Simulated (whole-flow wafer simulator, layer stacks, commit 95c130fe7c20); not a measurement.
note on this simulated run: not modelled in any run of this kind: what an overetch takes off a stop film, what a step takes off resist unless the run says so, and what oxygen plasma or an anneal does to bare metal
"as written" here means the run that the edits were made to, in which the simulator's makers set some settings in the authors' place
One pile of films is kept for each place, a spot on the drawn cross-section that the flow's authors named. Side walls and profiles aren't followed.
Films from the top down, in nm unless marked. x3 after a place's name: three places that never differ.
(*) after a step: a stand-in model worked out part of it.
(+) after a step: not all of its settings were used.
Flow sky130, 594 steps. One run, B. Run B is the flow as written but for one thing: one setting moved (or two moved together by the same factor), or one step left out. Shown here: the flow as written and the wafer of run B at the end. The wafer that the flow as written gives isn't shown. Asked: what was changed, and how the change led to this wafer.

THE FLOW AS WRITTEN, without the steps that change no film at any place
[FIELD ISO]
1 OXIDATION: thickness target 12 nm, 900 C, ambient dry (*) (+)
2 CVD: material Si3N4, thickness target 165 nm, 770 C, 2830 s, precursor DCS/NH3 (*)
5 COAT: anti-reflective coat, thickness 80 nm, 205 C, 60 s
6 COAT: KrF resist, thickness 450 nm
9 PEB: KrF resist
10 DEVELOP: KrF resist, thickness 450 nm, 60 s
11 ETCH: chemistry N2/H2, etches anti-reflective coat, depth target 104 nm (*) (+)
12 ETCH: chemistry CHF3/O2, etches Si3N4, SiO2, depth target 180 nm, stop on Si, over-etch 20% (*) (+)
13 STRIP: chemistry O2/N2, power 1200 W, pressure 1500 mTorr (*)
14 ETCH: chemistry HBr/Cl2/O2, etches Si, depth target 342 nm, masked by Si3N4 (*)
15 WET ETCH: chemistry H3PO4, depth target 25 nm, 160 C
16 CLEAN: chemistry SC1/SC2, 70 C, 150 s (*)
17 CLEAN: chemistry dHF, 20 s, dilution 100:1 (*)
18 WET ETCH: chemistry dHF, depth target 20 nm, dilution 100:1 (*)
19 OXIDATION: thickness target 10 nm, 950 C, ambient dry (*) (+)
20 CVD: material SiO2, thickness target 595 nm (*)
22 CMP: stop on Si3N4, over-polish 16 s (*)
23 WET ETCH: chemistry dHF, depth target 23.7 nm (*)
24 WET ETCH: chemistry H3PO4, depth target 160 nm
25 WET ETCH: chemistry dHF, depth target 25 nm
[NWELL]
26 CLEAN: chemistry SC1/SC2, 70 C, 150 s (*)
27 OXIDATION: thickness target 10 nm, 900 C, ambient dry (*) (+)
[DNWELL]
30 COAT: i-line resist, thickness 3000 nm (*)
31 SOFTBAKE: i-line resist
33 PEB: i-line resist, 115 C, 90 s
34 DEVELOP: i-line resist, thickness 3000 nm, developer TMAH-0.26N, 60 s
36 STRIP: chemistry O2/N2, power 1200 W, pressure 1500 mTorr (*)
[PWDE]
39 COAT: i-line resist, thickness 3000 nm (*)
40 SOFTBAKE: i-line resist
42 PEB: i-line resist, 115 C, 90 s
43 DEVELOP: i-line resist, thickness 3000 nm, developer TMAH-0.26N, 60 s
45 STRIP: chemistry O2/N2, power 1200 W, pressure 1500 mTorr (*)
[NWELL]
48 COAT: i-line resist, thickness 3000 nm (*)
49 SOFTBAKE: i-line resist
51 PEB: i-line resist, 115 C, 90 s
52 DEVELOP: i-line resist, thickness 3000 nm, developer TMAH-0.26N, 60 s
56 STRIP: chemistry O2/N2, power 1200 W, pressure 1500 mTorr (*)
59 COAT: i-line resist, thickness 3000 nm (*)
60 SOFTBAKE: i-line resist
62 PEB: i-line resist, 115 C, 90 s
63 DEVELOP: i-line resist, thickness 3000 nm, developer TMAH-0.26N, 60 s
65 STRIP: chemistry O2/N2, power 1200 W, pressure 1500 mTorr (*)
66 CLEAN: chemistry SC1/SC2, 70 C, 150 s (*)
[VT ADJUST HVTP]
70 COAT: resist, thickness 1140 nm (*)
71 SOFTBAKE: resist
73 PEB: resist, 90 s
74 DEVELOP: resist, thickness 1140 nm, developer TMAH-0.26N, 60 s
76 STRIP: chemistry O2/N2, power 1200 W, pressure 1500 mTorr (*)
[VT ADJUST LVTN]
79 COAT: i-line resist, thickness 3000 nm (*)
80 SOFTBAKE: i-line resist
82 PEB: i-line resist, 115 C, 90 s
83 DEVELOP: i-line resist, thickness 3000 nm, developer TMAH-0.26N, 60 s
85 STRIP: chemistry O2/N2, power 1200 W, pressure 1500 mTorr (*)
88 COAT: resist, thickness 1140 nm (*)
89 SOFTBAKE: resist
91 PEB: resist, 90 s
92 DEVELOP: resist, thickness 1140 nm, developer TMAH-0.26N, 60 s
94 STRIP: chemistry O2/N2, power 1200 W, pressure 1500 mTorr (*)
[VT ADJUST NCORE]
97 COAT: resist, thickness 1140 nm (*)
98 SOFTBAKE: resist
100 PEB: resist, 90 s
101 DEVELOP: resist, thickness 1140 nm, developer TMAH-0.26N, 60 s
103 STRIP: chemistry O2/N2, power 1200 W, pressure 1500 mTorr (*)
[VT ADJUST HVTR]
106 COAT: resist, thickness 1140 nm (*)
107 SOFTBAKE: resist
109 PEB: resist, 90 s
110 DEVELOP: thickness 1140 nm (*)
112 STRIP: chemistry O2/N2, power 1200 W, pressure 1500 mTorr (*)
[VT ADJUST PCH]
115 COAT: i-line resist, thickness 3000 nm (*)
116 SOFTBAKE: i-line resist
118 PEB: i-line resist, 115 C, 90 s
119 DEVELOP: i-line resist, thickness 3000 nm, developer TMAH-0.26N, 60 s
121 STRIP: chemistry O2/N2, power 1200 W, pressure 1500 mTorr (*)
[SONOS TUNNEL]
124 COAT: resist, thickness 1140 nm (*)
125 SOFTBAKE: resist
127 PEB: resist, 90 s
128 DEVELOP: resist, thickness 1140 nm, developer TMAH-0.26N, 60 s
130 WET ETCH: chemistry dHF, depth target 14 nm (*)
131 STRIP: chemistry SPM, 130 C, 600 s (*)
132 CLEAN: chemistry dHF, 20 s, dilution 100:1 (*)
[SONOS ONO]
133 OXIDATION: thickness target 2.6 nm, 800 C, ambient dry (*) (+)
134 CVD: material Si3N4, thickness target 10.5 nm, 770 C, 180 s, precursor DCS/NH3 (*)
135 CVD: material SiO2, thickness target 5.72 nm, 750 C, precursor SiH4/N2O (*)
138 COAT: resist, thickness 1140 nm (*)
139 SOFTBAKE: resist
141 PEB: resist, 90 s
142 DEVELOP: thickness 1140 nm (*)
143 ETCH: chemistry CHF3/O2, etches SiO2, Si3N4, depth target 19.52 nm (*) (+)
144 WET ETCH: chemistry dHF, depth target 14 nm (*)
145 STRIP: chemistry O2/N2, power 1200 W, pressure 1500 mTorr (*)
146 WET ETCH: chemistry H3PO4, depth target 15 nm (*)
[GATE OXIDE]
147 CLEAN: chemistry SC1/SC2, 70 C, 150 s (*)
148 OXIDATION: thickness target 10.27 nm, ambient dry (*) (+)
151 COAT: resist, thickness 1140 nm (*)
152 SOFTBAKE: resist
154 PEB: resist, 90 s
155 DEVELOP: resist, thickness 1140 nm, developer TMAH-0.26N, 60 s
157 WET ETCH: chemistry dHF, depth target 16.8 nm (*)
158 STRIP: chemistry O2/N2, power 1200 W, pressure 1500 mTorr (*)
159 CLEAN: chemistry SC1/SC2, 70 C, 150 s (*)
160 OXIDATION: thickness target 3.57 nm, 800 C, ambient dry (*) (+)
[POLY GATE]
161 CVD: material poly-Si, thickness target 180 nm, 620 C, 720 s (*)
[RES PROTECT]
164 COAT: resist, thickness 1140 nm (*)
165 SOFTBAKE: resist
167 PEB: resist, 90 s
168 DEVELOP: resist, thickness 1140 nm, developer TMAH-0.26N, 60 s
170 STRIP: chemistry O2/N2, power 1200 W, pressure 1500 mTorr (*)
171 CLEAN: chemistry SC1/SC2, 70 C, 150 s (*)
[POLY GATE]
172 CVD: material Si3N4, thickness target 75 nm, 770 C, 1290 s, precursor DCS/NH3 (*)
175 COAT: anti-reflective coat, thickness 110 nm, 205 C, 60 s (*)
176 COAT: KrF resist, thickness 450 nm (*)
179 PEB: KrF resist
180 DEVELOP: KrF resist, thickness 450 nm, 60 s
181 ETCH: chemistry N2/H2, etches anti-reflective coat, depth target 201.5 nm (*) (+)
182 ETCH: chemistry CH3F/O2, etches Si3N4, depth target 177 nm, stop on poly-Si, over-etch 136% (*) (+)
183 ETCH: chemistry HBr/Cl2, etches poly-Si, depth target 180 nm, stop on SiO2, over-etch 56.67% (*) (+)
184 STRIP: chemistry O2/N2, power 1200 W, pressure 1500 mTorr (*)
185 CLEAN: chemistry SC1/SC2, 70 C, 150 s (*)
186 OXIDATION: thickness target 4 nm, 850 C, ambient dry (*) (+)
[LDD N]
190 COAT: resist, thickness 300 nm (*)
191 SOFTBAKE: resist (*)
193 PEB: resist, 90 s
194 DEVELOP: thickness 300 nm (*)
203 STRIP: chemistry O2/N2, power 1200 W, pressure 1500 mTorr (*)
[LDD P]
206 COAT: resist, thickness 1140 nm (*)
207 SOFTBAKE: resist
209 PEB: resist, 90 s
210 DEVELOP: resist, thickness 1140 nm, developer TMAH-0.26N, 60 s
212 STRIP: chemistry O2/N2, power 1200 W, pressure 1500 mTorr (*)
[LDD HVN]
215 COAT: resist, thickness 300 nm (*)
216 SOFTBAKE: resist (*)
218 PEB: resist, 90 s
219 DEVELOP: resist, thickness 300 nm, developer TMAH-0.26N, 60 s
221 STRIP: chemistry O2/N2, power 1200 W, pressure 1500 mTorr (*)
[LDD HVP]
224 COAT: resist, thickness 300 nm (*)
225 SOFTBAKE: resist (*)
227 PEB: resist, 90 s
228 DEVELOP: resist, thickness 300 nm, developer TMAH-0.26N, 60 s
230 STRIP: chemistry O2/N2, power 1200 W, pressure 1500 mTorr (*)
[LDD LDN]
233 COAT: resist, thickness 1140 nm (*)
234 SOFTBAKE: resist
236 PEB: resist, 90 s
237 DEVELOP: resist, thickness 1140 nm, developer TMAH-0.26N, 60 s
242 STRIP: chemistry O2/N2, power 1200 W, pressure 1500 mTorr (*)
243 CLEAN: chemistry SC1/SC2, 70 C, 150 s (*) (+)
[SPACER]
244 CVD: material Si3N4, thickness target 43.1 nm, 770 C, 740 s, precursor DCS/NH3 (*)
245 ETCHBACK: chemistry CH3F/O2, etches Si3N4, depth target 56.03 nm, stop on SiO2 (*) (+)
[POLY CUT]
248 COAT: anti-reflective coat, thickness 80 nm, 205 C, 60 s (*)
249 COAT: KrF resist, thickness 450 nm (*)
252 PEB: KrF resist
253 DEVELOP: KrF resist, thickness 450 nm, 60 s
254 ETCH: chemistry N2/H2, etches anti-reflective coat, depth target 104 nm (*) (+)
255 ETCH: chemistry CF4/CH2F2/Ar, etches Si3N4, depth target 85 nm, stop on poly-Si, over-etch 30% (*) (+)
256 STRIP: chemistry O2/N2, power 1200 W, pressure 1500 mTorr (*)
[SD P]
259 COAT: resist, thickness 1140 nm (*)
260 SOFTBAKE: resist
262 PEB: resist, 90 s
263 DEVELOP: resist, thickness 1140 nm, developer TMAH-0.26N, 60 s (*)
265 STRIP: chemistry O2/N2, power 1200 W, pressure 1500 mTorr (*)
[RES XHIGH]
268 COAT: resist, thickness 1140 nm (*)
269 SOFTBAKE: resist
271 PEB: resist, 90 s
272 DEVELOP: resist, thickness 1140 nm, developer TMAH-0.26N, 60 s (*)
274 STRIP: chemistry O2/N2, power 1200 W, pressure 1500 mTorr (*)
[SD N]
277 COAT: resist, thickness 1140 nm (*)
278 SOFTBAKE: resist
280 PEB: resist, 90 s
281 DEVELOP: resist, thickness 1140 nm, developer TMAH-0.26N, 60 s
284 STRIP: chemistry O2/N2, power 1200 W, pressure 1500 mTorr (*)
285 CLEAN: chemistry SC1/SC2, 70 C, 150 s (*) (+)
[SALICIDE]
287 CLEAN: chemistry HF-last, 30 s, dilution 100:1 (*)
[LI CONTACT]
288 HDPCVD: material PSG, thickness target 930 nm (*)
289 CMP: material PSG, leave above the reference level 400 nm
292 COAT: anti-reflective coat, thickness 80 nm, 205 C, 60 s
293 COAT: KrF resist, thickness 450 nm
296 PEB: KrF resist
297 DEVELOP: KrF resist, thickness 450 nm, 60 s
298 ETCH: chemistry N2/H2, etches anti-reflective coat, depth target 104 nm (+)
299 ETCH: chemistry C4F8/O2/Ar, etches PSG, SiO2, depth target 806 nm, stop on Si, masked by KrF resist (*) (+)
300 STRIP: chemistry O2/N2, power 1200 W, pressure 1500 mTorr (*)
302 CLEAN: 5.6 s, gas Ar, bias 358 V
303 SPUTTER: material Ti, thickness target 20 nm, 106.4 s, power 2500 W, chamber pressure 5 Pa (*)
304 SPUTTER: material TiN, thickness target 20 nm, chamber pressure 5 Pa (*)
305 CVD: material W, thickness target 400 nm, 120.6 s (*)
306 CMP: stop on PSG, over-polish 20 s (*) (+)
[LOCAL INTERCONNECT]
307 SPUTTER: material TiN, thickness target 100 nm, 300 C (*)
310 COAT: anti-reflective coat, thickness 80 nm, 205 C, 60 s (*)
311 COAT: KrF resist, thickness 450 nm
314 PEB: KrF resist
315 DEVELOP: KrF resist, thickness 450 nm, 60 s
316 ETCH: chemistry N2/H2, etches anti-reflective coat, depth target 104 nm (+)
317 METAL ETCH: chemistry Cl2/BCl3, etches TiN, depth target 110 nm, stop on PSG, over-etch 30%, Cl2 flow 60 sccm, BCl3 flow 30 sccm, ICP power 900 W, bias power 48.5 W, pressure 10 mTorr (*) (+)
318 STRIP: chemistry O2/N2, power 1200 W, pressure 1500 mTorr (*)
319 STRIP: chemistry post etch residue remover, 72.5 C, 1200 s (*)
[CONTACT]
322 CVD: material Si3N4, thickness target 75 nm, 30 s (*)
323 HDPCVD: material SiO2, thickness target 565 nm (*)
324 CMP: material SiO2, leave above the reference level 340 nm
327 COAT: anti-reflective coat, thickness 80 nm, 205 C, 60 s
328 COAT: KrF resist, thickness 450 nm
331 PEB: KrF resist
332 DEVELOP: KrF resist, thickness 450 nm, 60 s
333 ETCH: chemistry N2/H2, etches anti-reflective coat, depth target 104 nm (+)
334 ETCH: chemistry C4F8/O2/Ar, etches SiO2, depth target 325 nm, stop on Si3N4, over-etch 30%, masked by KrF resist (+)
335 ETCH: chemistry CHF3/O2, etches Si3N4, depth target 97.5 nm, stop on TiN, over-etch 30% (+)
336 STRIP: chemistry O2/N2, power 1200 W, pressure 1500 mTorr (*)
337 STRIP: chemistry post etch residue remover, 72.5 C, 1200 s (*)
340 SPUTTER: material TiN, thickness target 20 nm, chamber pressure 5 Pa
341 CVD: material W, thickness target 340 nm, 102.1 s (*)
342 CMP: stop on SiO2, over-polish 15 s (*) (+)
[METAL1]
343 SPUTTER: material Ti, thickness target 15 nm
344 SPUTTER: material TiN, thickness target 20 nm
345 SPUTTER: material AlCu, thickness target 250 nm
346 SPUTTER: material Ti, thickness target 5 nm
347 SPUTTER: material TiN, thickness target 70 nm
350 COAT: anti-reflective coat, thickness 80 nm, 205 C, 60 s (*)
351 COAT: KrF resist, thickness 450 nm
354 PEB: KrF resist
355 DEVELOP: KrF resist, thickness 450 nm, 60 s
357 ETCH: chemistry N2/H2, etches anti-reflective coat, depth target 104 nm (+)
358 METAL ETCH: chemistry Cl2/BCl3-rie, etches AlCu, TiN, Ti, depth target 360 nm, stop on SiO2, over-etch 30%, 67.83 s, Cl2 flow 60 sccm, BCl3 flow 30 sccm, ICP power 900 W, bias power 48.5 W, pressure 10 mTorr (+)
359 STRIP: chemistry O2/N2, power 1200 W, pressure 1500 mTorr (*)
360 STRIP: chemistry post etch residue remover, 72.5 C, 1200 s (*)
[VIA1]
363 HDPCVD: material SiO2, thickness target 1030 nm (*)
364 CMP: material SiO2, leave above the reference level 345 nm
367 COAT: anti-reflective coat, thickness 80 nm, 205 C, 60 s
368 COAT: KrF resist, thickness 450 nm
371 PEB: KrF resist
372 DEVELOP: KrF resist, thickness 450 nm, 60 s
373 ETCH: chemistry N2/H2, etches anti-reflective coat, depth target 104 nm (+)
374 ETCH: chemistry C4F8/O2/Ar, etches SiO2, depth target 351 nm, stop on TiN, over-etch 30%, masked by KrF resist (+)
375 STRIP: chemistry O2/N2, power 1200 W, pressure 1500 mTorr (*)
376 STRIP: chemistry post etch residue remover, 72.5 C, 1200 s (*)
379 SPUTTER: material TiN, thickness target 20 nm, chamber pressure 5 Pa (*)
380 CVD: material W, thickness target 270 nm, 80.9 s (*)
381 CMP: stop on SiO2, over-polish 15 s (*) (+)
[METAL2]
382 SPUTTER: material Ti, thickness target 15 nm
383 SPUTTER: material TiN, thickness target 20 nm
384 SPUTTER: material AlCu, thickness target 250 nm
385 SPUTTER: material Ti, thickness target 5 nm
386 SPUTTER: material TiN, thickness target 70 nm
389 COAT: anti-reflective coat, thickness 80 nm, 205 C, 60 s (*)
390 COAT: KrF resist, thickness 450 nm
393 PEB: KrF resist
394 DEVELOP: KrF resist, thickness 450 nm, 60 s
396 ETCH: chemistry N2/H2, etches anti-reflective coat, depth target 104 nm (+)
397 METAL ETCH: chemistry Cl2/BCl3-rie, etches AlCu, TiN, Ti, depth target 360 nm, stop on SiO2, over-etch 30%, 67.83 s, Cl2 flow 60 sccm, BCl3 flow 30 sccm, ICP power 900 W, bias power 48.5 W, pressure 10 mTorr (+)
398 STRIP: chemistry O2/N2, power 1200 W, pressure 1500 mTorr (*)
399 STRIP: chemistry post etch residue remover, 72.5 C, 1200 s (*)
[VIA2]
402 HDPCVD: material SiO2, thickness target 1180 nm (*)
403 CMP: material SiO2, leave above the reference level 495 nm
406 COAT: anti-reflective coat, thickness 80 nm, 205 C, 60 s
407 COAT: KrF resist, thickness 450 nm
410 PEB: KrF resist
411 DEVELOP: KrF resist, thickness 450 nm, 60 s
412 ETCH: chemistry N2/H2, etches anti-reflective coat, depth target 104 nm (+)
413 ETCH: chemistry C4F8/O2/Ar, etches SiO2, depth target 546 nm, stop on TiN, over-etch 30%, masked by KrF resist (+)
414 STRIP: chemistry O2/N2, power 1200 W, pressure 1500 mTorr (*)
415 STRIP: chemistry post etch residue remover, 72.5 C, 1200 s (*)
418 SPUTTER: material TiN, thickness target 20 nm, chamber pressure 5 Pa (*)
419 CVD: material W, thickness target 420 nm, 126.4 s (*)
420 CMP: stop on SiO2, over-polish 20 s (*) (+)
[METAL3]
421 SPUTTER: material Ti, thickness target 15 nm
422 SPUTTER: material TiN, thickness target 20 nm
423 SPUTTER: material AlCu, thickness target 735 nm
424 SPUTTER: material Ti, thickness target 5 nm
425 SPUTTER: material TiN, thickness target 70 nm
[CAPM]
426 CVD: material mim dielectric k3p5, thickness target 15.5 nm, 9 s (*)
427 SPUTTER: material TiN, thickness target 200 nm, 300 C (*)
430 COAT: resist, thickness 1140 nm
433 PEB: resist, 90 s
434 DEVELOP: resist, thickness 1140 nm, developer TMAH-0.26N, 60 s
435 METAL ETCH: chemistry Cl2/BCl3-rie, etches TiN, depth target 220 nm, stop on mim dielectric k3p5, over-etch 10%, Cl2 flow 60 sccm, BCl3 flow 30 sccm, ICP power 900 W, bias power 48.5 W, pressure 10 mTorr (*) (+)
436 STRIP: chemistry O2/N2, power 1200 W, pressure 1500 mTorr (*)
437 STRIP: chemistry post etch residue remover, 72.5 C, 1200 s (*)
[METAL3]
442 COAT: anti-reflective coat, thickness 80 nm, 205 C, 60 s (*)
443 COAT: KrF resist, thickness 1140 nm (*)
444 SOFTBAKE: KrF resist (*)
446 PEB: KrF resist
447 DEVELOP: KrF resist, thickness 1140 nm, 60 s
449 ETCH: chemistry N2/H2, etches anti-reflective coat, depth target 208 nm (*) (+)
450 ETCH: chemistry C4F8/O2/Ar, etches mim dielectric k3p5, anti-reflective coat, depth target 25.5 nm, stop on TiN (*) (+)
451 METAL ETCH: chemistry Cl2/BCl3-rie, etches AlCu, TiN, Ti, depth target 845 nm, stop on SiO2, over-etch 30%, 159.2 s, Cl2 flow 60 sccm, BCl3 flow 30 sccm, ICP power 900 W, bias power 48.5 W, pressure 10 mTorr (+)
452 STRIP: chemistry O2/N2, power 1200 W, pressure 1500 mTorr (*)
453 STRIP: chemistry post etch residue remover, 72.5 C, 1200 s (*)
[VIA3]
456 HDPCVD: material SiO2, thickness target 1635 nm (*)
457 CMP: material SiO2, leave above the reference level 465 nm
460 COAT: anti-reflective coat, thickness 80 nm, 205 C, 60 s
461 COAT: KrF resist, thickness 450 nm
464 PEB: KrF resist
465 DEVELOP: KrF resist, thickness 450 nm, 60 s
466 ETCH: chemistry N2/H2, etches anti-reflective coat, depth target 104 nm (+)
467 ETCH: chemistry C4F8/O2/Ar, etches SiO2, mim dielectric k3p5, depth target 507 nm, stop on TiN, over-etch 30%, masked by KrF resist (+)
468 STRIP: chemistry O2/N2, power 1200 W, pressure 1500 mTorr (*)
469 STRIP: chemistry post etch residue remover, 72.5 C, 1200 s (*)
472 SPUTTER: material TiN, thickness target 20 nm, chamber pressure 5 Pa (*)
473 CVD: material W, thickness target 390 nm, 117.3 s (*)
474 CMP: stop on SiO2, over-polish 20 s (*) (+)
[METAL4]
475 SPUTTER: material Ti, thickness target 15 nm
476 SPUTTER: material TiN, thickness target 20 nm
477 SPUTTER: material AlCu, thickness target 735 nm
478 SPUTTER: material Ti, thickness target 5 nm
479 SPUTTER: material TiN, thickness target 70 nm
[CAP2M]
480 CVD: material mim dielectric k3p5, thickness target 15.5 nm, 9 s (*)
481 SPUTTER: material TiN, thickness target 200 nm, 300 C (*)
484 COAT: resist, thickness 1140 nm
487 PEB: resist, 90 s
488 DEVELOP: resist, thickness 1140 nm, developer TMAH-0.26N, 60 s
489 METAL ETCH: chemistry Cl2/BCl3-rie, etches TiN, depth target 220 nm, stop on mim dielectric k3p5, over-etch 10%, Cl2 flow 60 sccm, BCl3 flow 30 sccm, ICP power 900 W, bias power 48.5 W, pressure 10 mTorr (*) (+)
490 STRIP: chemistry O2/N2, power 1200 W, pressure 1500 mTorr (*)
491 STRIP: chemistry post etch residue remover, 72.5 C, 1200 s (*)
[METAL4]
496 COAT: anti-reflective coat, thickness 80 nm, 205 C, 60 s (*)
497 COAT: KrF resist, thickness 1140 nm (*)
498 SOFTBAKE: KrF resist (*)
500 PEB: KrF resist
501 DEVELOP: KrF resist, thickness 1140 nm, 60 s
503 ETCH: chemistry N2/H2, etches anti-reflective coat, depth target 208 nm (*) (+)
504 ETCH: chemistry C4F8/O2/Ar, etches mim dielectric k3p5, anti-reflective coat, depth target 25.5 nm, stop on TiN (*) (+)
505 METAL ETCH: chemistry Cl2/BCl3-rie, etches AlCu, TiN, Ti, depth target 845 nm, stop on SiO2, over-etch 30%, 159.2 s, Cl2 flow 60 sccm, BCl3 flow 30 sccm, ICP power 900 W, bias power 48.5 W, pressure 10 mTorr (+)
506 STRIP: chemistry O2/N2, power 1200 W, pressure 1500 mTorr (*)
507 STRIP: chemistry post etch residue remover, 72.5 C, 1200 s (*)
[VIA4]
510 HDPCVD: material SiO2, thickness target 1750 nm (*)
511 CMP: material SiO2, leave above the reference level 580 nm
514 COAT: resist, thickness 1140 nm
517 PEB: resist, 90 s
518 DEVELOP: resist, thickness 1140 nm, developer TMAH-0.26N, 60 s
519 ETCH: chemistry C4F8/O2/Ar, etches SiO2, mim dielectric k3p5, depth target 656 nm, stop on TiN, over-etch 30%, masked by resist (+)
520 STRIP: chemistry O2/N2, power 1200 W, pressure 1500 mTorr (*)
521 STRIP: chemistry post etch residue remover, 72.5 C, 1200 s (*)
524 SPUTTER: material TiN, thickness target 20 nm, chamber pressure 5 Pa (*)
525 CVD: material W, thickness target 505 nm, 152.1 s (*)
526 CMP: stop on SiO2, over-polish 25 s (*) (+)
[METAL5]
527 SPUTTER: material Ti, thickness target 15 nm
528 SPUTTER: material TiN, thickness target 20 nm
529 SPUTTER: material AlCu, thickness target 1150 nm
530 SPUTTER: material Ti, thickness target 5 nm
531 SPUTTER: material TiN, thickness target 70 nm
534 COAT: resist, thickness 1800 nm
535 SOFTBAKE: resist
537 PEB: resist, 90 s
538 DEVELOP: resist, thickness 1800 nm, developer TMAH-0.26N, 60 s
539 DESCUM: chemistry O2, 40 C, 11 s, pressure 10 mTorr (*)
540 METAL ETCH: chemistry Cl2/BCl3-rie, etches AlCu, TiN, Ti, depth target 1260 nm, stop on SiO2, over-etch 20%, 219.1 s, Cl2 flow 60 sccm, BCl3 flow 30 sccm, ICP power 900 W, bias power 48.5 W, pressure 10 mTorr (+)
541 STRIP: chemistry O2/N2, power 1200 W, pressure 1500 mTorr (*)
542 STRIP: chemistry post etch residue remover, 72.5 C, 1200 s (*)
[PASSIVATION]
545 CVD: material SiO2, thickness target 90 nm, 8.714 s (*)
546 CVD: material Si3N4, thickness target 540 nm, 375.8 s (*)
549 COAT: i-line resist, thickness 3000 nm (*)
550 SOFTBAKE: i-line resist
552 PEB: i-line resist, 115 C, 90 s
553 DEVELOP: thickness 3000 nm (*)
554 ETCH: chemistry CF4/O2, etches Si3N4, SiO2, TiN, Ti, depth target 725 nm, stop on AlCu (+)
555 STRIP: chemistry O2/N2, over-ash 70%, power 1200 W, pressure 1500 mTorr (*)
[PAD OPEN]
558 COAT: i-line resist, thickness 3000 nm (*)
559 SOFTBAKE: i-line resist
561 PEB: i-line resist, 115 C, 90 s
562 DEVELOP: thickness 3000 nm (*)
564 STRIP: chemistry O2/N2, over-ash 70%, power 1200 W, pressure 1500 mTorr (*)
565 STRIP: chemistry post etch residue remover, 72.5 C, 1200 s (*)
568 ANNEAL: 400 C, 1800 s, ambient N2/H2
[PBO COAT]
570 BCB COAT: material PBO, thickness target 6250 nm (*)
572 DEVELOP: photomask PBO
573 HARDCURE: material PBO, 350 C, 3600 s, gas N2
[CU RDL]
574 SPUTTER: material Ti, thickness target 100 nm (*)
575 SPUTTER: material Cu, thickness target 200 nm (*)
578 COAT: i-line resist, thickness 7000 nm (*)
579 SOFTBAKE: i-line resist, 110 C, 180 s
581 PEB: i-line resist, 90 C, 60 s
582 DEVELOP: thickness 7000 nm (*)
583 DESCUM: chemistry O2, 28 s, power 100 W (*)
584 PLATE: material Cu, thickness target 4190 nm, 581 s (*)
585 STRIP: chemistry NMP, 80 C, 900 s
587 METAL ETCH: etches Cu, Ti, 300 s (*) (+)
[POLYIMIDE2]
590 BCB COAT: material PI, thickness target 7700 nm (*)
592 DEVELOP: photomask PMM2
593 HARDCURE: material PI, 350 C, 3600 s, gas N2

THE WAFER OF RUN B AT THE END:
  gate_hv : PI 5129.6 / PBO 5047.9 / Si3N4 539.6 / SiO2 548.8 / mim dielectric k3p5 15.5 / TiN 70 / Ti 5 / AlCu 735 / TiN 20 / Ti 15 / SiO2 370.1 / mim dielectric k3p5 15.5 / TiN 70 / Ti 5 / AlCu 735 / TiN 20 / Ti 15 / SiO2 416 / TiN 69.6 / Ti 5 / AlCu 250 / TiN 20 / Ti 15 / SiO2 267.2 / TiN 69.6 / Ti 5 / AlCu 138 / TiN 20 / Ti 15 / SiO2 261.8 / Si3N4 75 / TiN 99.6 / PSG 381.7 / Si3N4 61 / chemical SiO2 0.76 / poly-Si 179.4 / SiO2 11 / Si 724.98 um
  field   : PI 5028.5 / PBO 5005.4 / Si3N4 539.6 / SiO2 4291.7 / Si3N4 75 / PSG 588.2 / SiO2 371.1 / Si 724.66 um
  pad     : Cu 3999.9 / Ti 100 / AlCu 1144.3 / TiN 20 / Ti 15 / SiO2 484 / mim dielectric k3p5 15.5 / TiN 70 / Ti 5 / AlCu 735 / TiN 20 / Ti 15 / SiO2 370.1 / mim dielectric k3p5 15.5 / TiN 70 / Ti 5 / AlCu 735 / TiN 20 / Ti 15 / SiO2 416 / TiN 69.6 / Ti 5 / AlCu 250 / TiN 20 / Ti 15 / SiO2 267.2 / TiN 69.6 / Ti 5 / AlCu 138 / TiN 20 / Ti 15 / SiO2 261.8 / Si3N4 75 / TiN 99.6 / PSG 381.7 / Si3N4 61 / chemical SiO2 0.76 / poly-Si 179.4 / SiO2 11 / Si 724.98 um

The cause: step 345, SPUTTER: thickness target 138 nm was run, where the flow has thickness target 250 nm.
It can be read off the wafer: gate_hv has AlCu 138, and step 345 as written asks for 250 nm.

How the change led to this, step by step:
  345 SPUTTER: material AlCu, thickness target 250 nm
      field, active, n_well and 188 more: AlCu +138 (new film) (as written it would be: AlCu +250 (new film))
  358 METAL ETCH: chemistry Cl2/BCl3-rie, etches AlCu, TiN, Ti, depth target 360 nm, stop on SiO2, over-etch 30%, 67.83 s, Cl2 flow 60 sccm, BCl3 flow 30 sccm, ICP power 900 W, bias power 48.5 W, pressure 10 mTorr (+)
      field, active, gate and 81 more: TiN -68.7 (all of it), Ti -5 (all of it), AlCu -138 (all of it), TiN -20 (all of it), Ti -15 (all of it), SiO2 -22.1 (as written it would be: TiN -68.7 (all of it), Ti -5 (all of it), AlCu -250 (all of it), TiN -20 (all of it), Ti -15 (all of it), SiO2 -10.9)
  364 CMP: material SiO2, leave above the reference level 345 nm
      field, active, gate and 81 more: SiO2 -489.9 (as written it would be: SiO2 -389.1)
